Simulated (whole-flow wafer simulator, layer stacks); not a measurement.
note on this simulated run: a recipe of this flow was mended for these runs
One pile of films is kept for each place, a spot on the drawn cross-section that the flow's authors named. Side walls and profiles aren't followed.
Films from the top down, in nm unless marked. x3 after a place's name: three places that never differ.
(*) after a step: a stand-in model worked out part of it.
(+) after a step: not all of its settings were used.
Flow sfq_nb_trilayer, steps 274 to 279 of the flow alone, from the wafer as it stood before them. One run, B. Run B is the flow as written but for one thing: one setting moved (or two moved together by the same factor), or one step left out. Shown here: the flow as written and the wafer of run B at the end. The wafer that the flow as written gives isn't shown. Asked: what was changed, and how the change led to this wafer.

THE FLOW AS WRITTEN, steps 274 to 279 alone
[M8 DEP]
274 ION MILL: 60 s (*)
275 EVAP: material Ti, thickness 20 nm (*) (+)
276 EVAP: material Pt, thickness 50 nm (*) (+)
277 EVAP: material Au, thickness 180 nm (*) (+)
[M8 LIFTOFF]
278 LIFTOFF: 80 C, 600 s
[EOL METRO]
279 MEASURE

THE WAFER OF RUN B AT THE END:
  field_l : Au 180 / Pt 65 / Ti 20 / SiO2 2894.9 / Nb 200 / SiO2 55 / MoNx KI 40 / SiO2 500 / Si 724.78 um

The cause: step 276, EVAP: thickness 65 nm was run, where the flow has thickness 50 nm.
It can be read off the wafer: field_l has Pt 65, and step 276 as written asks for 50 nm.

How the change led to this, step by step:
  276 EVAP: material Pt, thickness 50 nm (*) (+)
      field_l, v_sur x3, via_wl x2 and 100 more: Pt +65 (new film) (as written it would be: Pt +50 (new film))
  278 LIFTOFF: 80 C, 600 s
      p4_fl x5, p4_w1 x9, p3_s0 x11 and 49 more: Au -180 (all of it), Pt -65 (all of it), Ti -20 (all of it), KrF-resist-other-grade -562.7 (all of it), lift-off-underlayer -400 (all of it) (as written it would be: Au -180 (all of it), Pt -50 (all of it), Ti -20 (all of it), KrF-resist-other-grade -562.7 (all of it), lift-off-underlayer -400 (all of it))
      r_sur, res, r_end: Au -180 (all of it), Pt -65 (all of it), Ti -20 (all of it), KrF-resist-other-grade -559.9 (all of it), lift-off-underlayer -399.5 (all of it) (as written it would be: Au -180 (all of it), Pt -50 (all of it), Ti -20 (all of it), KrF-resist-other-grade -559.9 (all of it), lift-off-underlayer -399.5 (all of it))
      (and at 18 more places)
